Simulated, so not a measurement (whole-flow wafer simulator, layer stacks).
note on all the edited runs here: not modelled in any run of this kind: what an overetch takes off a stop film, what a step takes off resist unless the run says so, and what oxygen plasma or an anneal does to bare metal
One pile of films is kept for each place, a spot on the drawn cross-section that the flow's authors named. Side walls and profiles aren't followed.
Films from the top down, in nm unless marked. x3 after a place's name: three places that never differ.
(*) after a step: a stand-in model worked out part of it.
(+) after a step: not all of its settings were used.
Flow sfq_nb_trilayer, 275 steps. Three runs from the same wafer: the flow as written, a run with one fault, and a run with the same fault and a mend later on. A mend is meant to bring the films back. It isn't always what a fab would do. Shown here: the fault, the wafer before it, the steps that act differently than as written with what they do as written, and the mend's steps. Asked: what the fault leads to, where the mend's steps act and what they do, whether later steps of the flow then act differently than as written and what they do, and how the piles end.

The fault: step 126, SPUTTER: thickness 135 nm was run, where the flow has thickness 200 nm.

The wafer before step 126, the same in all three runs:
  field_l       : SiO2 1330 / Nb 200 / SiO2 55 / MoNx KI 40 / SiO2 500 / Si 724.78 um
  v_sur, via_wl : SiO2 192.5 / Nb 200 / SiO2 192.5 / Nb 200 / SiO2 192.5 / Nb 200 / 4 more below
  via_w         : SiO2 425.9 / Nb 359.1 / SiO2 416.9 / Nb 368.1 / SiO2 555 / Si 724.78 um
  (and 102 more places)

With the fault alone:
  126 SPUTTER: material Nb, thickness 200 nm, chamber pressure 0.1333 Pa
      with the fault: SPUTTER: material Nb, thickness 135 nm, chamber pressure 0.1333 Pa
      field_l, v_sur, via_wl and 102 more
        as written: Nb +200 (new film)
        with the fault: Nb +135 (new film)
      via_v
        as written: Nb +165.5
        with the fault: Nb +111.4
  Later steps of the flow that act differently than as written (8 more steps differ only slightly, by at most 2% or 0.5 nm, whichever is larger, and aren't shown):
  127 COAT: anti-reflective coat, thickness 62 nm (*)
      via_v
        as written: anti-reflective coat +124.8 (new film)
        with the fault: anti-reflective coat +121.5 (new film)
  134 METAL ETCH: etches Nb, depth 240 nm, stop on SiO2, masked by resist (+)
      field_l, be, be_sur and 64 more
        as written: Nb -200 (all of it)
        with the fault: Nb -135 (all of it)
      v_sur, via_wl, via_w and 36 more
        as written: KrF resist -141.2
        with the fault: KrF resist -119.1
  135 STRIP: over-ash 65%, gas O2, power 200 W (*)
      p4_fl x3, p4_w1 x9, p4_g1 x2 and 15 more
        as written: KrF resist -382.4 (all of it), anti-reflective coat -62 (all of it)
        with the fault: KrF resist -404.4 (all of it), anti-reflective coat -62 (all of it)
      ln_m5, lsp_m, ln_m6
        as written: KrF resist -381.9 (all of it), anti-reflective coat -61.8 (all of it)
        with the fault: KrF resist -404 (all of it), anti-reflective coat -61.8 (all of it)
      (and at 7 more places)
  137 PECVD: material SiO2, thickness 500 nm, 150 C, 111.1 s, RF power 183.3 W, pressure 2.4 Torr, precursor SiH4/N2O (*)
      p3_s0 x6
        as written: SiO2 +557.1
        with the fault: SiO2 +500
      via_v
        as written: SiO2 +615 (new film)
        with the fault: SiO2 +597.5 (new film)
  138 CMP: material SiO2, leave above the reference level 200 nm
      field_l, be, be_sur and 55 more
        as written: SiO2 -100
        with the fault: SiO2 -165
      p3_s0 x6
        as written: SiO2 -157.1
        with the fault: SiO2 -165
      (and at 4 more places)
  At the end the piles differ from the flow's by more than 2% or 0.5 nm, whichever is larger, at field_l, v_sur, via_wl and 102 more.
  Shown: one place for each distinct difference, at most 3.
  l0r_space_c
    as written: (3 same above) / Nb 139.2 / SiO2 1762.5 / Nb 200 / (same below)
    with the fault: (3 same above) / Nb 139.2 / SiO2 1697.5 / Nb 200 / (same below)
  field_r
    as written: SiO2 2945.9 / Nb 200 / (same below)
    with the fault: SiO2 2880.9 / Nb 200 / (same below)
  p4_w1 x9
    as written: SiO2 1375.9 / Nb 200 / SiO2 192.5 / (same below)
    with the fault: SiO2 1375.9 / Nb 135 / SiO2 192.5 / (same below)

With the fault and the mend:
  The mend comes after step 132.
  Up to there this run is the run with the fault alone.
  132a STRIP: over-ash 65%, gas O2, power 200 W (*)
      p3_s0 x6, p3_fr x3, wl_d_sl and 38 more
        anti-reflective coat -62 (all of it)
      p4_fl x3, p4_w1 x9, p4_g1 x2 and 15 more
        KrF resist -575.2 (all of it), anti-reflective coat -62 (all of it)
      moat, field_r, lsp_l, lsp_r, l0_sur, l0v
        anti-reflective coat -61.8 (all of it)
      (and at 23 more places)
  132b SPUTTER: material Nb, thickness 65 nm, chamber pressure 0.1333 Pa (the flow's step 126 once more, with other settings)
      field_l, v_sur, via_wl and 102 more
        Nb +65
      via_v
        Nb +51.2
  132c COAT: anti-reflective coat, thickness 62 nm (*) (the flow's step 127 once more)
      p4_fl x3, p4_w1 x9, p4_g1 x2 and 63 more
        anti-reflective coat +62 (new film)
      field_r, lsp_l, ln_m5, lsp_m, ln_m6, lsp_r, l0_sur, l0v
        anti-reflective coat +61.8 (new film)
      be_r, r_sur, res, r_end, moat
        anti-reflective coat +61.7 (new film)
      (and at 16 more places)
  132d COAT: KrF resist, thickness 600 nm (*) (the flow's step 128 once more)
      p4_fl x3, p4_w1 x9, p4_g1 x2 and 63 more
        KrF resist +600 (new film)
      field_r, lsp_l, ln_m5, lsp_m, l0v
        KrF resist +599.5 (new film)
      ln_m6, lsp_r, l0_sur
        KrF resist +599.6 (new film)
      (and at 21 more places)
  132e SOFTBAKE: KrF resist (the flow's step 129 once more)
      changes no film at any place that is followed
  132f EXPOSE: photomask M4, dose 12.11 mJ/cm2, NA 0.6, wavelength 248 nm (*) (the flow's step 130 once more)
      changes no film at any place that is followed
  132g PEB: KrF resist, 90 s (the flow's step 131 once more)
      field_l, v_sur, via_wl and 97 more
        KrF resist -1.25
      via_w, via_wr, via_sp, wire, be
        KrF resist -1.24
      via_v
        KrF resist -1.61
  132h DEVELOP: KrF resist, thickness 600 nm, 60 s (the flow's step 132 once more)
      p3_s0 x6, p3_fr x3, wl_d_sl and 38 more
        KrF resist -598.7 (all of it)
      v_sur, via_wl, via_w and 36 more
        KrF resist -23.5
      moat, field_r, lsp_l
        KrF resist -598.2 (all of it)
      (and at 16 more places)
  No later step of the flow acts differently than as written, at any place that is followed, by more than 2% or 0.5 nm, whichever is larger.
  At the end the piles differ from the flow's only slightly at the places that both follow, by at most 2% or 0.5 nm, whichever is larger.
